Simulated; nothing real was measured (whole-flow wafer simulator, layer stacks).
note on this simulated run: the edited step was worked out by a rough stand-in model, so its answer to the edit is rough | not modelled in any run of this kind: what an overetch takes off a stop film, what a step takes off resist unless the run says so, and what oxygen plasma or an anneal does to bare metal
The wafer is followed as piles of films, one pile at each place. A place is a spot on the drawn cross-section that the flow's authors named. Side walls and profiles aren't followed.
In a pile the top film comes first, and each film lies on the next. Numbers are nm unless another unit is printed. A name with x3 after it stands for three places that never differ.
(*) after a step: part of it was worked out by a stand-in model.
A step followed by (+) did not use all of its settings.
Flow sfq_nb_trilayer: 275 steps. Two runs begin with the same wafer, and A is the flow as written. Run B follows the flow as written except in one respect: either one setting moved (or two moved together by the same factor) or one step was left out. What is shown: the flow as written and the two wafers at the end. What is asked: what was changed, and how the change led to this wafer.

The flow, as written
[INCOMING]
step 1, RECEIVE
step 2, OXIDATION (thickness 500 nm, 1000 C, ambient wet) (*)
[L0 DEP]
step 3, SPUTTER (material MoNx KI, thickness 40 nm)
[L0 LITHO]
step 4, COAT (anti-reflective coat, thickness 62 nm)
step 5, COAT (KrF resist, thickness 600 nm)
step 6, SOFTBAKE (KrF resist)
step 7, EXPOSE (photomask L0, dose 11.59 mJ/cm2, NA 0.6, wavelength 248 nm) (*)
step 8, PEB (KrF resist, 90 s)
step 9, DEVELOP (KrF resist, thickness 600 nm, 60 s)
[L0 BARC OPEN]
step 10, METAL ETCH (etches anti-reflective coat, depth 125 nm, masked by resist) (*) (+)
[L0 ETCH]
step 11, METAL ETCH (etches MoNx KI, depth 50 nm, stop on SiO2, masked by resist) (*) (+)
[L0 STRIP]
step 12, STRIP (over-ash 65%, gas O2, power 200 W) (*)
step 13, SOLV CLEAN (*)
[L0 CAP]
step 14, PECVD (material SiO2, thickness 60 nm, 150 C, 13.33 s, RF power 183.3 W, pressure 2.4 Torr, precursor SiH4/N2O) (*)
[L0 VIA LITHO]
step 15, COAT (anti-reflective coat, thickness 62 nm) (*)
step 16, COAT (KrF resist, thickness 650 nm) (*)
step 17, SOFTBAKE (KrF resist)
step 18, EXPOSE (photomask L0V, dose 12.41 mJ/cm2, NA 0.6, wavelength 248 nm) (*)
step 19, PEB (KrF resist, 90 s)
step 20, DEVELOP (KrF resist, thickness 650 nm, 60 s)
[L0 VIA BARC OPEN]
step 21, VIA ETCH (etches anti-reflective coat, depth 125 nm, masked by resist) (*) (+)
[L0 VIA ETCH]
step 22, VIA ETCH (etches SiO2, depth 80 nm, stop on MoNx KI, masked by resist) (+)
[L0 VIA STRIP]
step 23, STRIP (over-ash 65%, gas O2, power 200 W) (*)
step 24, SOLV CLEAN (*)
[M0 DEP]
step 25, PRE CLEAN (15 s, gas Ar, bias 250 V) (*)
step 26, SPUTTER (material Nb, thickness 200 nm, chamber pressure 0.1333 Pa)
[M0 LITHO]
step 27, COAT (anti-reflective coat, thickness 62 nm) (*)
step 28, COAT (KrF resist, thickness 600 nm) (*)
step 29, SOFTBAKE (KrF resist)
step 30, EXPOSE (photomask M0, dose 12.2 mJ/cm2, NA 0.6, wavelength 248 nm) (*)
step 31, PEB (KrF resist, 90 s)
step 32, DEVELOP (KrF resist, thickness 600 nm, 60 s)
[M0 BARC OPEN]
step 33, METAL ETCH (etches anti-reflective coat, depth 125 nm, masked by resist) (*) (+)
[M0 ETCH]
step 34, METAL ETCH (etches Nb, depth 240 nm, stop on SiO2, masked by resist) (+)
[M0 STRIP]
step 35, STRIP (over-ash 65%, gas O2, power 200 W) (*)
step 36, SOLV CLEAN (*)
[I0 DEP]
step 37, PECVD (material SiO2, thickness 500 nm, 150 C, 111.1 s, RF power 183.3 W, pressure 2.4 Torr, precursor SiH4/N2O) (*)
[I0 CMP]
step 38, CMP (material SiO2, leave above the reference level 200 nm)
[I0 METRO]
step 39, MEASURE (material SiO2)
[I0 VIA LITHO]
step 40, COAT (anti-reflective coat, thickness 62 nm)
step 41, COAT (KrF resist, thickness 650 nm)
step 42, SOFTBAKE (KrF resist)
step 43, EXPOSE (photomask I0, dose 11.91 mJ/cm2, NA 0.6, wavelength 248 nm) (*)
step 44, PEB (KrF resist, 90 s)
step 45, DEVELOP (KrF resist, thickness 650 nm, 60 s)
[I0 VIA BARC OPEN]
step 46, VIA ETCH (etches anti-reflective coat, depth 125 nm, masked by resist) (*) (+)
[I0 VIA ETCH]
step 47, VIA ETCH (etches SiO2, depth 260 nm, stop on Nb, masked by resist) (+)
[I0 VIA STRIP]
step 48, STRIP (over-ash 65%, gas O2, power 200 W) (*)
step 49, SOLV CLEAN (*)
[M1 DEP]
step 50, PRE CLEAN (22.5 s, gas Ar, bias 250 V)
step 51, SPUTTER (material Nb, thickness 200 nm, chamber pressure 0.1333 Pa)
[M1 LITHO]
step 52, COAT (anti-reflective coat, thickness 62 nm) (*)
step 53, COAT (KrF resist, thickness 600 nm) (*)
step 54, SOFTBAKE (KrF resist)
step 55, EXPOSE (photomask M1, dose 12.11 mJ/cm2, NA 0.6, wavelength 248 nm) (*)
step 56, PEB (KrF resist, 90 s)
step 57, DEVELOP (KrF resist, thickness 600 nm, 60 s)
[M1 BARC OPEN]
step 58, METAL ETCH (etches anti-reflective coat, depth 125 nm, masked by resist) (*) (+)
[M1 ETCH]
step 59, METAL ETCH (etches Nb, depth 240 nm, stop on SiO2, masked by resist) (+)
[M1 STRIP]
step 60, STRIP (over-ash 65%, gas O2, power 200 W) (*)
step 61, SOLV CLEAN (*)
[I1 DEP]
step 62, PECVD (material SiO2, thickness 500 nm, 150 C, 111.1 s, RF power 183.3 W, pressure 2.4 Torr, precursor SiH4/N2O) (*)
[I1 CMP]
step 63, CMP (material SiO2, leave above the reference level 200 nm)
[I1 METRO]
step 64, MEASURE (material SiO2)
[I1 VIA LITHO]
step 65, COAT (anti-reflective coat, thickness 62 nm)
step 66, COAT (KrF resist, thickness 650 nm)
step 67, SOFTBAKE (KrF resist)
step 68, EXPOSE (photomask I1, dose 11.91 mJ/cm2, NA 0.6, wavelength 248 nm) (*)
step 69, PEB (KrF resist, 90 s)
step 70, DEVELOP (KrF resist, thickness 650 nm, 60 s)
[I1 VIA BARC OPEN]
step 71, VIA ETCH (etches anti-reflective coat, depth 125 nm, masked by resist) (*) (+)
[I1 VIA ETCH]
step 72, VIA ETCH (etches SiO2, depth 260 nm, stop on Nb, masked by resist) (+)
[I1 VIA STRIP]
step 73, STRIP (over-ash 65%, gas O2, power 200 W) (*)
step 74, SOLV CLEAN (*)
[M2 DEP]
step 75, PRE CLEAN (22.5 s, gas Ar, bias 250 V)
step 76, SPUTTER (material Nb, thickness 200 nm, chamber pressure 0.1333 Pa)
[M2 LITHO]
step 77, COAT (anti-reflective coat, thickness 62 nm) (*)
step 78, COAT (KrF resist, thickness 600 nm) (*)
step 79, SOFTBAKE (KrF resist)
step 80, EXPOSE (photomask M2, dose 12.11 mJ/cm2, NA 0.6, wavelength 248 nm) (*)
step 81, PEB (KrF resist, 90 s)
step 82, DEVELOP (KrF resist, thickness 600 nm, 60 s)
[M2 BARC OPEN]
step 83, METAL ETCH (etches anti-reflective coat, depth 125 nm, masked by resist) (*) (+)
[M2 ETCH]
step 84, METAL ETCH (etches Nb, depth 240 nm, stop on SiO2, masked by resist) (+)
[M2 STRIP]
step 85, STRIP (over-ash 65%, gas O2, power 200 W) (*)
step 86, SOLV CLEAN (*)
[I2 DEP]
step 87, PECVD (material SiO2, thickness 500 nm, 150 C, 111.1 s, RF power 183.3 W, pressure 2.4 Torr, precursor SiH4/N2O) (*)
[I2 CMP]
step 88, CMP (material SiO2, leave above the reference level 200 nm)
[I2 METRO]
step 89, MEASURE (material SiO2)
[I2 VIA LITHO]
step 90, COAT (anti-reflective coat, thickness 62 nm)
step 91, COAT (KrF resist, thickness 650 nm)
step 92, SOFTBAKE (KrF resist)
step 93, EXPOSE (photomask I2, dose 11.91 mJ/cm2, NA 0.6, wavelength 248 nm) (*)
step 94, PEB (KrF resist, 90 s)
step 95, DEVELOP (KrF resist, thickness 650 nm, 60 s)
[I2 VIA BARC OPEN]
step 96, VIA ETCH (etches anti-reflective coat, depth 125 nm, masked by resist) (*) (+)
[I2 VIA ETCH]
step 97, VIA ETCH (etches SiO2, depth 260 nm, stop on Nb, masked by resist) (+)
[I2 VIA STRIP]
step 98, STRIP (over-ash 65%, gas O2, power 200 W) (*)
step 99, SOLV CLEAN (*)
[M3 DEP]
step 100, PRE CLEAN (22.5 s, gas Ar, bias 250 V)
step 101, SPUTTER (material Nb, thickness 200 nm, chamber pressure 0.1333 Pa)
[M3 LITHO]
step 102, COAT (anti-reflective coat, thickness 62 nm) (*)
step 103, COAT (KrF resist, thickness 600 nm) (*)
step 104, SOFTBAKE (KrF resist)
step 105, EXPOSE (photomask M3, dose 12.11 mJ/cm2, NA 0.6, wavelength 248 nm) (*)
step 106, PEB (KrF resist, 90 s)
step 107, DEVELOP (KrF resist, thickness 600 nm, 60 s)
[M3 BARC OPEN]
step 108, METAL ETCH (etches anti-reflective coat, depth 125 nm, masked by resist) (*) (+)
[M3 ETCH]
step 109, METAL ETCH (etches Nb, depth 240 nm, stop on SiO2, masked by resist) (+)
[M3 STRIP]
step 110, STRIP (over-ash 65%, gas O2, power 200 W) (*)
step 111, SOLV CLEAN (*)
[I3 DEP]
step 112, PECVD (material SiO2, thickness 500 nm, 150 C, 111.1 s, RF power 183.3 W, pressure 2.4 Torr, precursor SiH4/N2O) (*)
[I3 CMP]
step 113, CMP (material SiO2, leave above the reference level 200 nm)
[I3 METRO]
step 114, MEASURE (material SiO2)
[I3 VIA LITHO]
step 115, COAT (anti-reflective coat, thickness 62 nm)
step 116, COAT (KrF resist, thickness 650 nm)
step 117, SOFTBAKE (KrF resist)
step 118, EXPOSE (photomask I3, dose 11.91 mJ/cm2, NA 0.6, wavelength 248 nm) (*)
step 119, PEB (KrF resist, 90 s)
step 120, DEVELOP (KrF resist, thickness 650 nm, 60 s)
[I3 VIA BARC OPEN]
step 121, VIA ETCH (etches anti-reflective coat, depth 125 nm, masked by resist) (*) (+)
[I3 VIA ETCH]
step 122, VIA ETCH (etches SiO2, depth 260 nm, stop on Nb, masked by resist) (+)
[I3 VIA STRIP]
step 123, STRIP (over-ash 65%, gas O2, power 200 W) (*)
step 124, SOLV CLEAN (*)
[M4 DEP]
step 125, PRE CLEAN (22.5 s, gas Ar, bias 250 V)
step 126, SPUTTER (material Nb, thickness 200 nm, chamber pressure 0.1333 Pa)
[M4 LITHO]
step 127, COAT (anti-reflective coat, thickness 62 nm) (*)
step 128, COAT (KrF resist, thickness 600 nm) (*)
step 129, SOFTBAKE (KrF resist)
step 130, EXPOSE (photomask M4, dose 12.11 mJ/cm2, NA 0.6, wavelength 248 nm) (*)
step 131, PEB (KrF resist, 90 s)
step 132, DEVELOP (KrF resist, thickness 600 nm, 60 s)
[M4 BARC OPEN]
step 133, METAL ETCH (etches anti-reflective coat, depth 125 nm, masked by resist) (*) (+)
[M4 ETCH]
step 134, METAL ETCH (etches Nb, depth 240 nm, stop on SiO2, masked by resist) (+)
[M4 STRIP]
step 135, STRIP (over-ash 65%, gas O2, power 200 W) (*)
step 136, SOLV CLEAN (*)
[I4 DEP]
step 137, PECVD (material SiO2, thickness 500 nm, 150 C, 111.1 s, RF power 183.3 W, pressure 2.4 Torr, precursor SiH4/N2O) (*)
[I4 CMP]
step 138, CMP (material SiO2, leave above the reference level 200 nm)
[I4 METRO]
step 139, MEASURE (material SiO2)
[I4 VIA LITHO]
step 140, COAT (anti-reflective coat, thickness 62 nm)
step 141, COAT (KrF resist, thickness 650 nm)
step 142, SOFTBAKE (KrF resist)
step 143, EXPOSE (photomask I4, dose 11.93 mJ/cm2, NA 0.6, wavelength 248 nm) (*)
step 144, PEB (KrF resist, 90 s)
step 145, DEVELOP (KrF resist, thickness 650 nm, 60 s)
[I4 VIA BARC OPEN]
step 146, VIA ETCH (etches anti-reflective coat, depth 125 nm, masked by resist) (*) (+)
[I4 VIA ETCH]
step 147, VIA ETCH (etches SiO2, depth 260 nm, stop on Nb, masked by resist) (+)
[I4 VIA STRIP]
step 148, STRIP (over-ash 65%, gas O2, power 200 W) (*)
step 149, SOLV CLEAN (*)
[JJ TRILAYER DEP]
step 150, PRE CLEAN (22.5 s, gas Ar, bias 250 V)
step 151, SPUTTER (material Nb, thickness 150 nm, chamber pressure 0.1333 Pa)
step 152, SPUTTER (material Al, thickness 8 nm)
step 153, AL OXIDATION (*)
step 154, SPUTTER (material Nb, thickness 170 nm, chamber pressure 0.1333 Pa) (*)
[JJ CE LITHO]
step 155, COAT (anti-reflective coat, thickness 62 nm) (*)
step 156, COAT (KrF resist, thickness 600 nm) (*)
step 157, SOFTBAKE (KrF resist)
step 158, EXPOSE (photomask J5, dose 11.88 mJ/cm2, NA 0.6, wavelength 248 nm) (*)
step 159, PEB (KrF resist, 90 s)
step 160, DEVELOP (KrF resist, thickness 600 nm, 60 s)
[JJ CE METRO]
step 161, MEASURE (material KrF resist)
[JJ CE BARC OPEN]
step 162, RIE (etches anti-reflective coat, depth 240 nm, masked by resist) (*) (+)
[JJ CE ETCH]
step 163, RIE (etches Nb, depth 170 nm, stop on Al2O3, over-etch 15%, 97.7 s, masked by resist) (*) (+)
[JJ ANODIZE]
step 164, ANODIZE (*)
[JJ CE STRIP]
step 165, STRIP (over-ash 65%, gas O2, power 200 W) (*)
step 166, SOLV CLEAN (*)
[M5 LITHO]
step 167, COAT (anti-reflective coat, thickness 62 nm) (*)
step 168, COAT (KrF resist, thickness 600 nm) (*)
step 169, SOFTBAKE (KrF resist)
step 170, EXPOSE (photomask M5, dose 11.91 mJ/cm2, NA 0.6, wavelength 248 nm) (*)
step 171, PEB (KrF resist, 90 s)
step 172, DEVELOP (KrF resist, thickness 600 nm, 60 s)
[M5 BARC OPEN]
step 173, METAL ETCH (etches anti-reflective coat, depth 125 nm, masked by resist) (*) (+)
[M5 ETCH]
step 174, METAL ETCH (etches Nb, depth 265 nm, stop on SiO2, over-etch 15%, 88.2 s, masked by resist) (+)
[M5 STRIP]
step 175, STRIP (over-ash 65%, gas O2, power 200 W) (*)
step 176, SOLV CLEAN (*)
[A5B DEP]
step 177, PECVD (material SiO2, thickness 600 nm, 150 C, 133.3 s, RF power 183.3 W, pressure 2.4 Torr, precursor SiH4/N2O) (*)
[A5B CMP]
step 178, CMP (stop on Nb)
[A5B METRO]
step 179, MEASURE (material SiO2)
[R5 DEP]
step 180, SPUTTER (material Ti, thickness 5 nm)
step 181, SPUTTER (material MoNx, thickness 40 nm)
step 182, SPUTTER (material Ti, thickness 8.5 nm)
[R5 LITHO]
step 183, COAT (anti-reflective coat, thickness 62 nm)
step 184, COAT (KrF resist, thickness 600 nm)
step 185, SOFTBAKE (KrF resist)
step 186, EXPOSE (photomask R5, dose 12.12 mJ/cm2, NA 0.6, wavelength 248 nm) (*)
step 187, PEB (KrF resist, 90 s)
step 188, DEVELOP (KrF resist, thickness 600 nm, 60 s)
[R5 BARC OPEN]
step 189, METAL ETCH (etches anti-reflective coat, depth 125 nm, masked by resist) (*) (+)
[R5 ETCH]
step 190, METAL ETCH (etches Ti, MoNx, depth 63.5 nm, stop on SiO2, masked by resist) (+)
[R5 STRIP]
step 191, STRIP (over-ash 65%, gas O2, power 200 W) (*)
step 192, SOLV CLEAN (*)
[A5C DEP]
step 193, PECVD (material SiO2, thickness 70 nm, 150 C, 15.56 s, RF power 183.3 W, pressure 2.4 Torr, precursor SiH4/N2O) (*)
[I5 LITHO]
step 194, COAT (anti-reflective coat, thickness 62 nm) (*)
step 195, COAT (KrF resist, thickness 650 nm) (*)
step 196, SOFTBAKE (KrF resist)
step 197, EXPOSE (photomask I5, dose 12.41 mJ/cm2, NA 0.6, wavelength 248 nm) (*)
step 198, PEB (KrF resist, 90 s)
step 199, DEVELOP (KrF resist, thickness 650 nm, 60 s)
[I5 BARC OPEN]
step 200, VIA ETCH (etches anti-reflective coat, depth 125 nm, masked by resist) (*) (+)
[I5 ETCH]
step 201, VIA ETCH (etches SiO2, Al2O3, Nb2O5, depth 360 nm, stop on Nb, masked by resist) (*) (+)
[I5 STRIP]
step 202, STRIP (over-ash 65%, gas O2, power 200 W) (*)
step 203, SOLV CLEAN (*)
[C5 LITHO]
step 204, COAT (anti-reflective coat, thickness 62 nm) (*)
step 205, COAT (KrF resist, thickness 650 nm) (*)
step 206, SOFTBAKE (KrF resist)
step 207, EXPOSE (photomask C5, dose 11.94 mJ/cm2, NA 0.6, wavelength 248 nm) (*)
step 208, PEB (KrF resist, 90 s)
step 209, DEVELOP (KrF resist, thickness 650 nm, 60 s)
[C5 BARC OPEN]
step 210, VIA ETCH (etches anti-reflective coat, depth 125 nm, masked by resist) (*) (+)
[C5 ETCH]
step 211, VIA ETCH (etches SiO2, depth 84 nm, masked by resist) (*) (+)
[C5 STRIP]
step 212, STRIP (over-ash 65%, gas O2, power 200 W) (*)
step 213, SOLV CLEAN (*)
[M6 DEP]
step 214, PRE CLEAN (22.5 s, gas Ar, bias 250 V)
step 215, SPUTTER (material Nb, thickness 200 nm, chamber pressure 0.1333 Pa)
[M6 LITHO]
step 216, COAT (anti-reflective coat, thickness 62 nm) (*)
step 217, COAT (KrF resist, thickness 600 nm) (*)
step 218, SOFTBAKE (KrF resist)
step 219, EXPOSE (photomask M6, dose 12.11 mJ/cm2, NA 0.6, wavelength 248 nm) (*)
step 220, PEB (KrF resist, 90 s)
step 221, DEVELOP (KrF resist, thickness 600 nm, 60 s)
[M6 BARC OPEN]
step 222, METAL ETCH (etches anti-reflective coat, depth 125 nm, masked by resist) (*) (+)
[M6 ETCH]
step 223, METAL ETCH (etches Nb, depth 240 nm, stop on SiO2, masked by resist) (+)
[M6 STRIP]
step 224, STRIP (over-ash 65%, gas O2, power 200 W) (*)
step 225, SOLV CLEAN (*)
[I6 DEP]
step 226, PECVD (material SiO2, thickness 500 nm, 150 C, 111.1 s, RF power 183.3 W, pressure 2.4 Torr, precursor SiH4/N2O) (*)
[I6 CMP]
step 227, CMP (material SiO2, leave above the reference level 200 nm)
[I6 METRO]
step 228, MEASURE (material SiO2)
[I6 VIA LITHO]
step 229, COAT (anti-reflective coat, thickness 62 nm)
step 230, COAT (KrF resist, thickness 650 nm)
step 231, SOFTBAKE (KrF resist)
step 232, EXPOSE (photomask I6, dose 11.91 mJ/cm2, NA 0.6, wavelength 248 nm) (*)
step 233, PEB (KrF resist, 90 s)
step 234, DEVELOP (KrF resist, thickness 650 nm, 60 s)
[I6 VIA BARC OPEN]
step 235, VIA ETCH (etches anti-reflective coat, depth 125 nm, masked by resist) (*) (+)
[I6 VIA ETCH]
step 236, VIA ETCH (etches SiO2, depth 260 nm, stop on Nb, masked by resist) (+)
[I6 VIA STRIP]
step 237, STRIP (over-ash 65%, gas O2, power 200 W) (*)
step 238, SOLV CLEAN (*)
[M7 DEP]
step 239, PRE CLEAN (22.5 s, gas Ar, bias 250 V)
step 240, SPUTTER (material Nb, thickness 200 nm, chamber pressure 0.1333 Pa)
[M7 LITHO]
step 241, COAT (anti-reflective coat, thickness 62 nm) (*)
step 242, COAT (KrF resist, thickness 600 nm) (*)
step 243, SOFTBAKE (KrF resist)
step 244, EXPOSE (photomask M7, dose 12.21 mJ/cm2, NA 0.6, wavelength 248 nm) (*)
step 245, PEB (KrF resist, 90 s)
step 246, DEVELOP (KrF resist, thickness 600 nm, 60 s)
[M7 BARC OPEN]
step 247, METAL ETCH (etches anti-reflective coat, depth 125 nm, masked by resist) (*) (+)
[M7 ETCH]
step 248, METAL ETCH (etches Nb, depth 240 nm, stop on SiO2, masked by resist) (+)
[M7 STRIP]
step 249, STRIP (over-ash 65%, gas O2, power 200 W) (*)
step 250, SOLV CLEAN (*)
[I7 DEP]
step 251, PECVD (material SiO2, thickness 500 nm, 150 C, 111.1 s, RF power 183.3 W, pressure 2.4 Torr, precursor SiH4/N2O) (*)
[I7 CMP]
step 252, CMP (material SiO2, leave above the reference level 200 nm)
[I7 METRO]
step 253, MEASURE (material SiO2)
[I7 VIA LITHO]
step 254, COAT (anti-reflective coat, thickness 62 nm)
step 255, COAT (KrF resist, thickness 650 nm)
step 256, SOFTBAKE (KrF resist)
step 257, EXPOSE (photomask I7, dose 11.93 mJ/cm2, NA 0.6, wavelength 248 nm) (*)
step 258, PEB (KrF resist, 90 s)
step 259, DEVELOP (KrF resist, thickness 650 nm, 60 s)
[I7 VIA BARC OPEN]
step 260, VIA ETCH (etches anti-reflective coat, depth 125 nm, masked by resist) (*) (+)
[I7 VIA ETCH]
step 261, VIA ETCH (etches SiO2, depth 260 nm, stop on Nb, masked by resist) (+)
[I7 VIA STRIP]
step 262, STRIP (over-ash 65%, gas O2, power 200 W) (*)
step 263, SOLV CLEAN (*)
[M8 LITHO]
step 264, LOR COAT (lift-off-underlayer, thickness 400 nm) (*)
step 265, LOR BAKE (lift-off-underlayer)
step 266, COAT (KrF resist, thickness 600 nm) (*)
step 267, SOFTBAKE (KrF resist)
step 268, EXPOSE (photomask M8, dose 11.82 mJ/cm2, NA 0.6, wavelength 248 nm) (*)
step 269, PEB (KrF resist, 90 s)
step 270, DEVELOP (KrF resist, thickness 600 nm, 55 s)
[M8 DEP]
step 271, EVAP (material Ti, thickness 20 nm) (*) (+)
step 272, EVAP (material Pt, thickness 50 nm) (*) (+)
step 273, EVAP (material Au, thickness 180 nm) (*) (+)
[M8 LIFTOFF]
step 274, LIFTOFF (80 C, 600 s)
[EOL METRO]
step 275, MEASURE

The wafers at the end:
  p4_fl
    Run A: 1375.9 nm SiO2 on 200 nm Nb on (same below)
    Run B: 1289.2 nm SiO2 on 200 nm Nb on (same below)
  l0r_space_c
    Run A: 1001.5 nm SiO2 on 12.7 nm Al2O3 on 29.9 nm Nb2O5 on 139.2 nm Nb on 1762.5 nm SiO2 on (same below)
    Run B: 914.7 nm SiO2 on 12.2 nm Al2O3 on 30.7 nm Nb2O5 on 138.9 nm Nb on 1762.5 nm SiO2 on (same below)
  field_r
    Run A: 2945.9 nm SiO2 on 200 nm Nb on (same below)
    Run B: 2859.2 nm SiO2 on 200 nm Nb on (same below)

Cause: step 154, SPUTTER: thickness 83.3 nm was run, while the flow as written has thickness 170 nm.

How this came from the change, step by step:
  step 154, SPUTTER (material Nb, thickness 170 nm, chamber pressure 0.1333 Pa) (*)
      field_l, v_sur, via_sp and 100 more: A Nb gains 170 (new film) | B Nb gains 83.3 (new film)
      via_wl, via_wr: A Nb gains 140.7 (new film) | B Nb gains 68.8 (new film)
      (as well as at 1 more place)
  step 155, COAT (anti-reflective coat, thickness 62 nm) (*)
      via_wl, via_wr: A anti-reflective coat gains 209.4 (new film) | B anti-reflective coat gains 188.9 (new film)
      via_w: A anti-reflective coat gains 97.4 (new film) | B anti-reflective coat gains 91.4 (new film)
  step 162, RIE (etches anti-reflective coat, depth 240 nm, masked by resist) (*) (+)
      ce_l, c5j, ce_r, wl_jj: A KrF resist loses 209.4 | B KrF resist loses 188.9
      via_wl, via_wr: A anti-reflective coat loses 209.4 (all of it) | B anti-reflective coat loses 188.9 (all of it)
      (as well as at 1 more place)
  step 163, RIE (etches Nb, depth 170 nm, stop on Al2O3, over-etch 15%, 97.7 s, masked by resist) (*) (+)
      field_l, v_sur, via_sp and 96 more: A Nb loses 170 (all of it), Al2O3 loses 0.51 | B Nb loses 83.3 (all of it), Al2O3 loses 0.96 (all of it)
      via_wl, via_wr: A Nb loses 140.7 (all of it), Al2O3 loses 0.96 (all of it) | B Nb loses 68.8 (all of it), Al2O3 loses 0.96 (all of it)
      (as well as at 1 more place)
  step 164, ANODIZE (*)
      field_l, v_sur, via_sp and 96 more: A Al2O3 gains 12.2, Nb2O5 gains 29.9 (new film), Al loses 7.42 (all of it), Nb loses 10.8 | B Al2O3 gains 12.2 (new film), Nb2O5 gains 30.7 (new film), Al loses 7.42 (all of it), Nb loses 11.1
  step 165, STRIP (over-ash 65%, gas O2, power 200 W) (*)
      ce_l: A KrF resist loses 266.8 (all of it), anti-reflective coat loses 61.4 (all of it) | B KrF resist loses 287.2 (all of it), anti-reflective coat loses 61.5 (all of it)
      c5j: A KrF resist loses 266.9 (all of it), anti-reflective coat loses 61.5 (all of it) | B KrF resist loses 287.3 (all of it), anti-reflective coat loses 61.5 (all of it)
      (as well as at 2 more places)
  step 167, COAT (anti-reflective coat, thickness 62 nm) (*)
      wl_j_sl, wl_j_sr: A anti-reflective coat gains 83.3 (new film) | B anti-reflective coat gains 72.1 (new film)
      gap: A anti-reflective coat gains 58.9 (new film) | B anti-reflective coat gains 61.2 (new film)
      (as well as at 8 more places)
  step 168, COAT (KrF resist, thickness 600 nm) (*)
      ce_l: A KrF resist gains 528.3 (new film) | B KrF resist gains 575.2 (new film)
      c5j: A KrF resist gains 507.6 (new film) | B KrF resist gains 563.2 (new film)
      (as well as at 2 more places)
  step 173, METAL ETCH (etches anti-reflective coat, depth 125 nm, masked by resist) (*) (+)
      wl_a_sl: A anti-reflective coat loses 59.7 (all of it), Al2O3 loses 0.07 | B anti-reflective coat loses 62 (all of it)
  step 174, METAL ETCH (etches Nb, depth 265 nm, stop on SiO2, over-etch 15%, 88.2 s, masked by resist) (+)
      field_l, r_sur, res and 50 more: A Al2O3 loses 12.6 (all of it), Nb2O5 loses 29.9 (all of it), Nb loses 139.2 (all of it), SiO2 loses 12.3 | B Al2O3 loses 12.2 (all of it), Nb2O5 loses 30.7 (all of it), Nb loses 138.9 (all of it), SiO2 loses 12.3
  step 175, STRIP (over-ash 65%, gas O2, power 200 W) (*)
      wl_j_sl, wl_j_sr: A KrF resist loses 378 (all of it), anti-reflective coat loses 83.3 (all of it) | B KrF resist loses 371.7 (all of it), anti-reflective coat loses 72.1 (all of it)
      gap: A KrF resist loses 383.4 (all of it), anti-reflective coat loses 58.9 (all of it) | B KrF resist loses 373.8 (all of it), anti-reflective coat loses 61.2 (all of it)
      (as well as at 7 more places)
  step 178, CMP (stop on Nb)
      v_sur, via_sp, via_v and 43 more: A SiO2 loses 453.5 | B SiO2 loses 540.3
      field_l, p4_fl, p4_fm and 39 more: A SiO2 loses 259.3 | B SiO2 loses 346
      (as well as at 14 more places)
  step 201, VIA ETCH (etches SiO2, Al2O3, Nb2O5, depth 360 nm, stop on Nb, masked by resist) (*) (+)
      be: A SiO2 loses 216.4 (all of it), Al2O3 loses 12.7 (all of it), Nb2O5 loses 29.9 (all of it) | B SiO2 loses 129.6 (all of it), Al2O3 loses 12.2 (all of it), Nb2O5 loses 30.7 (all of it)
  step 204, COAT (anti-reflective coat, thickness 62 nm) (*)
      wire: A anti-reflective coat gains 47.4 (new film) | B anti-reflective coat gains 49.9 (new film)
      be: A anti-reflective coat gains 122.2 (new film) | B anti-reflective coat gains 109.4 (new film)
      (as well as at 1 more place)
  step 205, COAT (KrF resist, thickness 650 nm) (*)
      be: A KrF resist gains 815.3 (new film) | B KrF resist gains 753.5 (new film)
  step 212, STRIP (over-ash 65%, gas O2, power 200 W) (*)
      wire: A KrF resist loses 555.8 (all of it), anti-reflective coat loses 47.4 (all of it) | B KrF resist loses 560.7 (all of it), anti-reflective coat loses 49.9 (all of it)
      be: A KrF resist loses 728.2 (all of it), anti-reflective coat loses 122.2 (all of it) | B KrF resist loses 666.3 (all of it), anti-reflective coat loses 109.4 (all of it)
      (as well as at 1 more place)
  ... another 4 steps ...
  step 226, PECVD (material SiO2, thickness 500 nm, 150 C, 111.1 s, RF power 183.3 W, pressure 2.4 Torr, precursor SiH4/N2O) (*)
      be: A SiO2 gains 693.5 (new film) | B SiO2 gains 586.8 (new film)
